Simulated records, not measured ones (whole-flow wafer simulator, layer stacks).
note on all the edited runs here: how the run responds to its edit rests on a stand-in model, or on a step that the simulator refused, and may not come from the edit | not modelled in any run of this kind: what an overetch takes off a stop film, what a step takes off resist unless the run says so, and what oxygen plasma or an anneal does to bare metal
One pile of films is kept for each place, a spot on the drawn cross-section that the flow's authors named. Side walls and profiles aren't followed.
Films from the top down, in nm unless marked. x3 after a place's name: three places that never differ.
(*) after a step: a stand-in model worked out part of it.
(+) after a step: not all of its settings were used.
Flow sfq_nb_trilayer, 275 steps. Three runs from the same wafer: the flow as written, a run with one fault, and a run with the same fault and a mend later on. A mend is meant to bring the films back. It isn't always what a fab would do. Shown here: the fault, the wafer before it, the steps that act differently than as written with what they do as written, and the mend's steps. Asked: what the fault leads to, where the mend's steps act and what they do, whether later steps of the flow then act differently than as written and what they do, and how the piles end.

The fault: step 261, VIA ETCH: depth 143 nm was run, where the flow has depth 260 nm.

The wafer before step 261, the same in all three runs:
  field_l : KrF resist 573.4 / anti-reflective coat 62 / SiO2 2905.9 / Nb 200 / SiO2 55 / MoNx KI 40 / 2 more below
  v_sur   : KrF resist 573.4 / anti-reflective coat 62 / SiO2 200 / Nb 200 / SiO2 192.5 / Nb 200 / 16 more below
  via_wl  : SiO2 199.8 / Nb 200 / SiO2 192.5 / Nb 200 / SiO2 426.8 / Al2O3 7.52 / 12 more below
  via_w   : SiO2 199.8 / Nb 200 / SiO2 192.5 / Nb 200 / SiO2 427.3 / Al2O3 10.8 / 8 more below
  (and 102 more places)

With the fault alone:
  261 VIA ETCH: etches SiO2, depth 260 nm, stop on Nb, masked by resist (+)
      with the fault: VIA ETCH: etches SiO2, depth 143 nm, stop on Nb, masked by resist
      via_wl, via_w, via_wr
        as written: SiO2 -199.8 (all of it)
        with the fault: SiO2 -143
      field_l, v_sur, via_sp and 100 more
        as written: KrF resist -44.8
        with the fault: KrF resist -24.7
  Later steps of the flow that act differently than as written (3 more steps differ only slightly, by at most 2% or 0.5 nm, whichever is larger, and aren't shown):
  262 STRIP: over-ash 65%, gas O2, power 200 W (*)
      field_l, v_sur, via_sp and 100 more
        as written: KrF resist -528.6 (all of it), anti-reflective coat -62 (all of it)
        with the fault: KrF resist -548.8 (all of it), anti-reflective coat -62 (all of it)
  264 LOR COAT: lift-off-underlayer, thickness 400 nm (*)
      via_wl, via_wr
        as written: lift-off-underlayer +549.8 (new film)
        with the fault: lift-off-underlayer +507.2 (new film)
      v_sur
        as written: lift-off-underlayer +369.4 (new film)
        with the fault: lift-off-underlayer +378.1 (new film)
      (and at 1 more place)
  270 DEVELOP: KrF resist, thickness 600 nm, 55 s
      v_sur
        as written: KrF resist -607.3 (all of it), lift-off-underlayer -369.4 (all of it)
        with the fault: KrF resist -604.9 (all of it), lift-off-underlayer -378.1 (all of it)
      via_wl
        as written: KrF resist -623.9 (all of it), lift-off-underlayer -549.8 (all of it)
        with the fault: KrF resist -616.7 (all of it), lift-off-underlayer -507.2 (all of it)
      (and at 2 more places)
  At the end the piles differ from the flow's by more than 2% or 0.5 nm, whichever is larger, at via_wl, via_w, via_wr.
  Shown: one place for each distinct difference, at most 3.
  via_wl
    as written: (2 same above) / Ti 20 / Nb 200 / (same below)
    with the fault: (2 same above) / Ti 20 / SiO2 56.8 / Nb 200 / (same below)

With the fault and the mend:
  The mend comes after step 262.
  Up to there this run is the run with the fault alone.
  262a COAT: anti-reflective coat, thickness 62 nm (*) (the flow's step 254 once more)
      p4_fl x3, p4_w1 x9, p4_g1 x2 and 63 more
        anti-reflective coat +62 (new film)
      sp_r, be_r, r_sur, res, r_end, moat, field_r, lsp_l
        anti-reflective coat +61.7 (new film)
      ln_m5, lsp_m, ln_m6, lsp_r, l0_sur, l0v
        anti-reflective coat +61.8 (new film)
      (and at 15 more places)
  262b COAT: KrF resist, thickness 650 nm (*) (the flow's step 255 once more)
      p4_fl x3, p4_w1 x9, p4_g1 x2 and 63 more
        KrF resist +650 (new film)
      field_r, lsp_l, ln_m5, lsp_m, ln_m6, lsp_r, l0_sur
        KrF resist +649.5 (new film)
      res, r_end, moat, l0v
        KrF resist +649.4 (new film)
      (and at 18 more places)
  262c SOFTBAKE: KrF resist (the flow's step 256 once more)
      changes no film at any place that is followed
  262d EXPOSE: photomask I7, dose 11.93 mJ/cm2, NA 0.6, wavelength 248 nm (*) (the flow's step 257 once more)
      changes no film at any place that is followed
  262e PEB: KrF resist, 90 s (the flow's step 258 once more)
      jj_sur, ce_l, c5j and 92 more
        KrF resist -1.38
      v_sur, via_v, wire, be, be_sur, gap
        KrF resist -1.37
      field_l, via_sp
        KrF resist -1.36
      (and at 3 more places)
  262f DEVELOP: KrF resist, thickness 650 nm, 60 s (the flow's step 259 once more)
      field_l, v_sur, via_sp and 100 more
        KrF resist -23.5
      via_wl
        KrF resist -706 (all of it)
      via_w
        KrF resist -744.1 (all of it)
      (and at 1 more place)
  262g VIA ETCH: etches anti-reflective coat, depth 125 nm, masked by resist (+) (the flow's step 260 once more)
      field_l, v_sur, via_sp and 100 more
        KrF resist -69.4
      via_wl, via_wr
        anti-reflective coat -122 (all of it)
      via_w
        anti-reflective coat -79.2 (all of it), SiO2 -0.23
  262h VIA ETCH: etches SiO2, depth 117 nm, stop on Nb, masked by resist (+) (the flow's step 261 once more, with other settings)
      field_l, v_sur, via_sp and 100 more
        KrF resist -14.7
      via_wl, via_wr
        SiO2 -56.8 (all of it)
      via_w
        SiO2 -56.6 (all of it)
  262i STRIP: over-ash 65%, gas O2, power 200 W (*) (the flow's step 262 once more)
      p4_fl x3, p4_w1 x9, p4_g1 x2 and 63 more
        KrF resist -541 (all of it), anti-reflective coat -62 (all of it)
      r_end, moat, field_r, lsp_l
        KrF resist -540.4 (all of it), anti-reflective coat -61.7 (all of it)
      be_r, r_sur, res
        KrF resist -540.3 (all of it), anti-reflective coat -61.7 (all of it)
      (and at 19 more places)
  No later step of the flow acts differently than as written at any place that is followed.
  At the end the piles are the same as the flow's at every place that both follow.
